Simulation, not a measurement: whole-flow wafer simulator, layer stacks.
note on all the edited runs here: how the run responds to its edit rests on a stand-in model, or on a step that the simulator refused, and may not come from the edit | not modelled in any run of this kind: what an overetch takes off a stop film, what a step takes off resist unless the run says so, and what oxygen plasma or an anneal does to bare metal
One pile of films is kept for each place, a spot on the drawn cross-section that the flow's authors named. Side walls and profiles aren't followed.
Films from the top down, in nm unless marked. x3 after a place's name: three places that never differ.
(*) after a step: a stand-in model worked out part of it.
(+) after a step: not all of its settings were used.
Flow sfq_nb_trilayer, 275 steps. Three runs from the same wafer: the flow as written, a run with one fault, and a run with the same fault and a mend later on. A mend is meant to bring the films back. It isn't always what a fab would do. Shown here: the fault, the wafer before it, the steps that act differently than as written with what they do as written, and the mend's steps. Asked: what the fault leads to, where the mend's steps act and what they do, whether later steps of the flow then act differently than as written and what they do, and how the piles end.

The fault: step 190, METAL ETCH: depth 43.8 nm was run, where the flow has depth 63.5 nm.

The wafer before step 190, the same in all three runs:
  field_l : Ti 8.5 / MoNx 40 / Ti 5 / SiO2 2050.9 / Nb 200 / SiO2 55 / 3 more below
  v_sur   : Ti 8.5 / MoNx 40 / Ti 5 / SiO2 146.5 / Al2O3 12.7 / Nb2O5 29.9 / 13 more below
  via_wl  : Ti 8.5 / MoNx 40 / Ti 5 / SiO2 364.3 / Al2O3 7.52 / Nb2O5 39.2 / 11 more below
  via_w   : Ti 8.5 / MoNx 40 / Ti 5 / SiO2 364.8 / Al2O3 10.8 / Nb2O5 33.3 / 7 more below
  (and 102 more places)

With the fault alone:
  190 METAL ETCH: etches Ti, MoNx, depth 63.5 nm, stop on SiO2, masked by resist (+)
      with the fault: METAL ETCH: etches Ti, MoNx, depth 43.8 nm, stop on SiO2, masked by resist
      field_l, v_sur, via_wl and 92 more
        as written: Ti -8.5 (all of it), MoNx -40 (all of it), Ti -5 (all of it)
        with the fault: Ti -8.5 (all of it), MoNx -35.3
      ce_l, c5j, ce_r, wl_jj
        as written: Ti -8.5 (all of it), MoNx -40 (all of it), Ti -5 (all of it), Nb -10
        with the fault: Ti -8.5 (all of it), MoNx -35.3
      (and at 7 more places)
  Later steps of the flow that act differently than as written (10 more steps differ only slightly, by at most 2% or 0.5 nm, whichever is larger, and aren't shown):
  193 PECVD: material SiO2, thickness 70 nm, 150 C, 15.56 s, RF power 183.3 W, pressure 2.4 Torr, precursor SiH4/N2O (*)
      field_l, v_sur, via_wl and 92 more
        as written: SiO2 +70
        with the fault: SiO2 +70 (new film)
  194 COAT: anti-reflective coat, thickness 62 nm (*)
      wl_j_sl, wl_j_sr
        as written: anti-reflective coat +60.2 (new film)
        with the fault: anti-reflective coat +62 (new film)
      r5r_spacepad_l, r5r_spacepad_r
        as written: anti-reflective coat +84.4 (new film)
        with the fault: anti-reflective coat +80.2 (new film)
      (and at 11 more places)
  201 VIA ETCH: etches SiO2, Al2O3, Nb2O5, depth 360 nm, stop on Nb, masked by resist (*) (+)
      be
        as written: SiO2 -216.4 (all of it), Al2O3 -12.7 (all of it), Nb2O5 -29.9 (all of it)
        with the fault: SiO2 -69.8 (all of it), MoNx -4.7 (all of it), Ti -5 (all of it), SiO2 -146.5 (all of it), Al2O3 -12.7 (all of it), Nb2O5 -29.9 (all of it)
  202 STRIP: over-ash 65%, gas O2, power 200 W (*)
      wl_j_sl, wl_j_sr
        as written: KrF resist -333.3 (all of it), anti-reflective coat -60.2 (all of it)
        with the fault: KrF resist -333.2 (all of it), anti-reflective coat -62 (all of it)
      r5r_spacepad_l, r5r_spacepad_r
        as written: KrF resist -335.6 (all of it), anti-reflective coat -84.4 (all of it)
        with the fault: KrF resist -335.2 (all of it), anti-reflective coat -80.2 (all of it)
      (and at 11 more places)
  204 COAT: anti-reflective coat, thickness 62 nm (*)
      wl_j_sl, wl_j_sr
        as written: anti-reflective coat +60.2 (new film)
        with the fault: anti-reflective coat +62 (new film)
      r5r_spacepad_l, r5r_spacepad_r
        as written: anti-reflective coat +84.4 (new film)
        with the fault: anti-reflective coat +80.2 (new film)
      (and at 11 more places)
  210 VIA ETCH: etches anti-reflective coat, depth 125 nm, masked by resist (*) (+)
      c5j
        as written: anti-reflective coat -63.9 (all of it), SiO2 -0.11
        with the fault: anti-reflective coat -61.3 (all of it), SiO2 -0.13
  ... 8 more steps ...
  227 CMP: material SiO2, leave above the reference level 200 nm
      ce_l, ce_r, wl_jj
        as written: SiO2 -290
        with the fault: SiO2 -300
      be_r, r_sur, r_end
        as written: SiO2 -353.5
        with the fault: SiO2 -343.8
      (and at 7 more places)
  At the end the piles differ from the flow's by more than 2% or 0.5 nm, whichever is larger, at field_l, v_sur, via_wl and 100 more.
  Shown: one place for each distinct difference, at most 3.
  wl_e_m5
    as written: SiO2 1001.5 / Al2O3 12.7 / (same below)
    with the fault: SiO2 855 / MoNx 4.7 / Ti 5 / SiO2 146.5 / Al2O3 12.7 / (same below)
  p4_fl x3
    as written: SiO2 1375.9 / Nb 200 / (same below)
    with the fault: SiO2 855 / MoNx 4.7 / Ti 5 / SiO2 520.9 / Nb 200 / (same below)
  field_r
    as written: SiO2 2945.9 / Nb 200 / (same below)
    with the fault: SiO2 855 / MoNx 4.7 / Ti 5 / SiO2 2090.9 / Nb 200 / (same below)

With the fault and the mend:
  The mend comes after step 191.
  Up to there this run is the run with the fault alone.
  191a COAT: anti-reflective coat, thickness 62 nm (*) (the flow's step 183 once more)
      p4_fl x3, p4_w1 x9, p4_g1 x2 and 57 more
        anti-reflective coat +62 (new film)
      field_l, v_sur, via_wl and 6 more
        anti-reflective coat +62.2 (new film)
      wire, be, lsp_m, ln_m6, lsp_r
        anti-reflective coat +62.3 (new film)
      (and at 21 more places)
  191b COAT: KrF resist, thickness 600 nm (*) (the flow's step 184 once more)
      p4_fl x3, p4_w1 x9, p4_g1 x2 and 57 more
        KrF resist +600 (new film)
      field_l, v_sur, via_wl, via_w
        KrF resist +600.5 (new film)
      via_wr, via_sp, l0v
        KrF resist +600.6 (new film)
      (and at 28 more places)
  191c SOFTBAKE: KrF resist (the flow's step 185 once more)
      changes no film at any place that is followed
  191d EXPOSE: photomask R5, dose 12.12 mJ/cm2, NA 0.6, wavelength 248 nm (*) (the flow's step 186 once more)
      changes no film at any place that is followed
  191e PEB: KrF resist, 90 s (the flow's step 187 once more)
      field_l, v_sur, via_wl and 76 more
        KrF resist -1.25
      via_v, wire, be and 14 more
        KrF resist -1.26
      c5j, ce_r, r5r_space_c
        KrF resist -1.27
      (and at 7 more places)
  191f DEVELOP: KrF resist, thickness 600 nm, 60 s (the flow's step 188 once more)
      p4_fl x3, p4_w1 x9, p4_g1 x2 and 57 more
        KrF resist -598.7 (all of it)
      be_r, r_sur, res, r_end, r5r_line_l, r5r_line_c, r5r_line_r
        KrF resist -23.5
      via_wl, via_w, via_wr
        KrF resist -599.3 (all of it)
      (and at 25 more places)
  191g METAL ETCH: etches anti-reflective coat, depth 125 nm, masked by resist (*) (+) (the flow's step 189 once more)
      p4_fl x3, p4_w1 x9, p4_g1 x2 and 57 more
        anti-reflective coat -62 (all of it)
      field_l, v_sur, via_wl and 6 more
        anti-reflective coat -62.2 (all of it)
      be_r, r_sur, res, r_end, r5r_line_l, r5r_line_c, r5r_line_r
        KrF resist -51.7
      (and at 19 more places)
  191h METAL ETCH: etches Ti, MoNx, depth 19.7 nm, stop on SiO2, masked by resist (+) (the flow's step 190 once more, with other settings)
      field_l, v_sur, via_wl and 92 more
        MoNx -4.7 (all of it), Ti -5 (all of it)
      be_r, r_sur, res, r_end, r5r_line_l, r5r_line_c, r5r_line_r
        KrF resist -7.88
      ce_l, c5j, ce_r, wl_jj
        MoNx -4.7 (all of it), Ti -5 (all of it), Nb -10
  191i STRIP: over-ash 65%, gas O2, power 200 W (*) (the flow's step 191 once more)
      r5r_line_l, r5r_line_c, r5r_line_r
        KrF resist -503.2 (all of it), anti-reflective coat -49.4 (all of it)
      be_r
        KrF resist -497.5 (all of it), anti-reflective coat -54.6 (all of it)
      r_sur
        KrF resist -497.5 (all of it), anti-reflective coat -58.1 (all of it)
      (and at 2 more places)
  No later step of the flow acts differently than as written at any place that is followed.
  At the end the piles are the same as the flow's at every place that both follow.
